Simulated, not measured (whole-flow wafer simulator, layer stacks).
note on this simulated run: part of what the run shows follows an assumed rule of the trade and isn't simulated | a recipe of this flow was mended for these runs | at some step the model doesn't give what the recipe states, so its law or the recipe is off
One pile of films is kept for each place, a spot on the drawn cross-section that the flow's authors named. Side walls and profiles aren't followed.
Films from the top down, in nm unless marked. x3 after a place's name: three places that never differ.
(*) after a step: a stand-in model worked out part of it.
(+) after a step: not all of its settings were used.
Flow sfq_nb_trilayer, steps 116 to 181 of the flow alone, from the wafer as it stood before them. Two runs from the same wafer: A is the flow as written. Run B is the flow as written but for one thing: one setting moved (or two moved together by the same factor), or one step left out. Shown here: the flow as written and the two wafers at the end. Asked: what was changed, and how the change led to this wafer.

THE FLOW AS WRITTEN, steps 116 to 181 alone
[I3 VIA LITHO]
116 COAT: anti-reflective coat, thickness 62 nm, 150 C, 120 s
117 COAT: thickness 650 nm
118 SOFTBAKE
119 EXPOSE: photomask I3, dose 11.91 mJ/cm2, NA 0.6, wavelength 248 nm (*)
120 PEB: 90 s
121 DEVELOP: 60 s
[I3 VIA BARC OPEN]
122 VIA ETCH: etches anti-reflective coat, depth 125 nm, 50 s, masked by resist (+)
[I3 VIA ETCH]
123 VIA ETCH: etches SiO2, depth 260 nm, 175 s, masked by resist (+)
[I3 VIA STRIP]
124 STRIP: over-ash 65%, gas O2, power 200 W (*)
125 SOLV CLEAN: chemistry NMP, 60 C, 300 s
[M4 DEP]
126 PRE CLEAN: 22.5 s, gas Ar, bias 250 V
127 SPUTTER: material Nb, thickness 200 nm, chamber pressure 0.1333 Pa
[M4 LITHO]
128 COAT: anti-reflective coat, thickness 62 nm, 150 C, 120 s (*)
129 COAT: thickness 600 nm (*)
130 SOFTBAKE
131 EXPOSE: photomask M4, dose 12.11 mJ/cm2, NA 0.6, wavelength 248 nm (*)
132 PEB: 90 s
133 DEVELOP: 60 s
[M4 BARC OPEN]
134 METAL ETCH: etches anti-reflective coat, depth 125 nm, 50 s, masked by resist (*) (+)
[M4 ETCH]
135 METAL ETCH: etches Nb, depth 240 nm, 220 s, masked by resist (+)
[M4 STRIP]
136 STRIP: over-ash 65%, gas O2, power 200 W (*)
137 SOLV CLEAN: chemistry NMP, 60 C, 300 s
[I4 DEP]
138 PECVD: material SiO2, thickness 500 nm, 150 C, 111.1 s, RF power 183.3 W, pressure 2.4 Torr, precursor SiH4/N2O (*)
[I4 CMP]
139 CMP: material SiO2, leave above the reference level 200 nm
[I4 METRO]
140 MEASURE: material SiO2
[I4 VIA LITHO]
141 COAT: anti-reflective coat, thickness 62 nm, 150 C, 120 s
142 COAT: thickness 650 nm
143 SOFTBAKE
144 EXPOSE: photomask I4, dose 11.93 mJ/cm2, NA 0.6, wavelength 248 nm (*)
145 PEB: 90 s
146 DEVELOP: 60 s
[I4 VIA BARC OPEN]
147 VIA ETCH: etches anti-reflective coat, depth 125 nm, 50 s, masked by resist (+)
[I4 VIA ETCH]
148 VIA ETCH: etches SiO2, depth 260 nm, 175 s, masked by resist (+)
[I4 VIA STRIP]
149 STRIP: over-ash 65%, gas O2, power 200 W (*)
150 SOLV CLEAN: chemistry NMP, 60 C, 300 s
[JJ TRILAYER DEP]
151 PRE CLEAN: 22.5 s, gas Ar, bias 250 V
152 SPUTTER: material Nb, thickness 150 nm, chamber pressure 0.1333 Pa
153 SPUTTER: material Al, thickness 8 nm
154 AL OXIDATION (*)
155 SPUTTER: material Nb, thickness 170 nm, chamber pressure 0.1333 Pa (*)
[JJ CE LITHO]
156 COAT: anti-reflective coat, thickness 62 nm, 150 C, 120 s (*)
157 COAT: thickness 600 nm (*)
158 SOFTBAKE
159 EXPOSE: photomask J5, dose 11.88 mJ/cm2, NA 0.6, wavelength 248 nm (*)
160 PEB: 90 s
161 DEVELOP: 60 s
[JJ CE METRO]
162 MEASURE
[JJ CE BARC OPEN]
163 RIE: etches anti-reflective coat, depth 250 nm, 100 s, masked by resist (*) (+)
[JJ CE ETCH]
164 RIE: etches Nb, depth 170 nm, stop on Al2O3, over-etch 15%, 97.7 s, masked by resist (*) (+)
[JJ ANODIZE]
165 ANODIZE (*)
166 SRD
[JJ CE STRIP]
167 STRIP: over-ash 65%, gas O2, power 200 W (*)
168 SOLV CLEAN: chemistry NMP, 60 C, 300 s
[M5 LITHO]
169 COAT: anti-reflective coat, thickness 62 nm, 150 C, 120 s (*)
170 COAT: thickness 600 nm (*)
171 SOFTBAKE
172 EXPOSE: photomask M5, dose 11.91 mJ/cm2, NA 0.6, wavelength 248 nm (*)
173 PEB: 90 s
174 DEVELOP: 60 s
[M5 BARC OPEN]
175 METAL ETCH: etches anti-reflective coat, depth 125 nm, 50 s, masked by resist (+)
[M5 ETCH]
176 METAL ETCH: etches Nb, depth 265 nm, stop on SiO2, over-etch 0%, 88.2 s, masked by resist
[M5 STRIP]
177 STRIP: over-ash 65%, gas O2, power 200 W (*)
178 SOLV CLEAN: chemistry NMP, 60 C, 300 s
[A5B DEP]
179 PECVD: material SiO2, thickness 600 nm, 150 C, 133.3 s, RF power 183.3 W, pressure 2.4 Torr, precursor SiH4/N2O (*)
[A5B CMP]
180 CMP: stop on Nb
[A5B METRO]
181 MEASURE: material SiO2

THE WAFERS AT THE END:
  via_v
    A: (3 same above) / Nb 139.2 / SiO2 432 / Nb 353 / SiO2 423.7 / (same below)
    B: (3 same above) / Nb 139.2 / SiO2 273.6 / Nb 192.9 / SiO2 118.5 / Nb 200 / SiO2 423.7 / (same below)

The cause: step 122, VIA ETCH: etches anti-reflective coat, depth 125 nm, 50 s, masked by resist (+), was left out.

How the change led to this, step by step:
  123 VIA ETCH: etches SiO2, depth 260 nm, 175 s, masked by resist (+)
      via_v: A SiO2 -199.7 (all of it), Nb -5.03 | B anti-reflective coat -62 (all of it), SiO2 -74
  124 STRIP: over-ash 65%, gas O2, power 200 W (*)
      field_l, v_sur, via_wl and 102 more: A KrF-resist-other-grade -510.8 (all of it), anti-reflective coat -62 (all of it) | B KrF-resist-other-grade -580.3 (all of it), anti-reflective coat -62 (all of it)
  126 PRE CLEAN: 22.5 s, gas Ar, bias 250 V
      via_v: A Nb -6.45 | B SiO2 -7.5
  127 SPUTTER: material Nb, thickness 200 nm, chamber pressure 0.1333 Pa
      via_v: A Nb +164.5 | B Nb +192.9 (new film)
  128 COAT: anti-reflective coat, thickness 62 nm, 150 C, 120 s (*)
      via_wl: A anti-reflective coat +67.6 (new film) | B anti-reflective coat +64.5 (new film)
      via_w: A anti-reflective coat +70.9 (new film) | B anti-reflective coat +63.9 (new film)
      (and at 6 more places)
  129 COAT: thickness 600 nm (*)
      via_wr: A KrF-resist-other-grade +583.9 (new film) | B KrF-resist-other-grade +597.3 (new film)
      via_v: A KrF-resist-other-grade +739.4 (new film) | B KrF-resist-other-grade +622.1 (new film)
  134 METAL ETCH: etches anti-reflective coat, depth 125 nm, 50 s, masked by resist (*) (+)
      be: A anti-reflective coat -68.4 (all of it) | B anti-reflective coat -60 (all of it)
      be_sur: A anti-reflective coat -70.3 (all of it) | B anti-reflective coat -64.8 (all of it)
  136 STRIP: over-ash 65%, gas O2, power 200 W (*)
      via_wl: A KrF-resist-other-grade -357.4 (all of it), anti-reflective coat -67.6 (all of it) | B KrF-resist-other-grade -360.9 (all of it), anti-reflective coat -64.5 (all of it)
      via_w: A KrF-resist-other-grade -351.5 (all of it), anti-reflective coat -70.9 (all of it) | B KrF-resist-other-grade -360 (all of it), anti-reflective coat -63.9 (all of it)
      (and at 4 more places)
  138 PECVD: material SiO2, thickness 500 nm, 150 C, 111.1 s, RF power 183.3 W, pressure 2.4 Torr, precursor SiH4/N2O (*)
      via_v: A SiO2 +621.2 (new film) | B SiO2 +500 (new film)
  139 CMP: material SiO2, leave above the reference level 200 nm
      via_v: A SiO2 -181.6 | B SiO2 -218.9
Counting metal films that touch as one body, via_v has 5 bodies (between them, from the top down: SiO2 273.6; SiO2 118.5; SiO2 423.7; SiO2 192.5); the flow as written gives 4 bodies (between them, from the top down: SiO2 432; SiO2 423.7; SiO2 192.5).
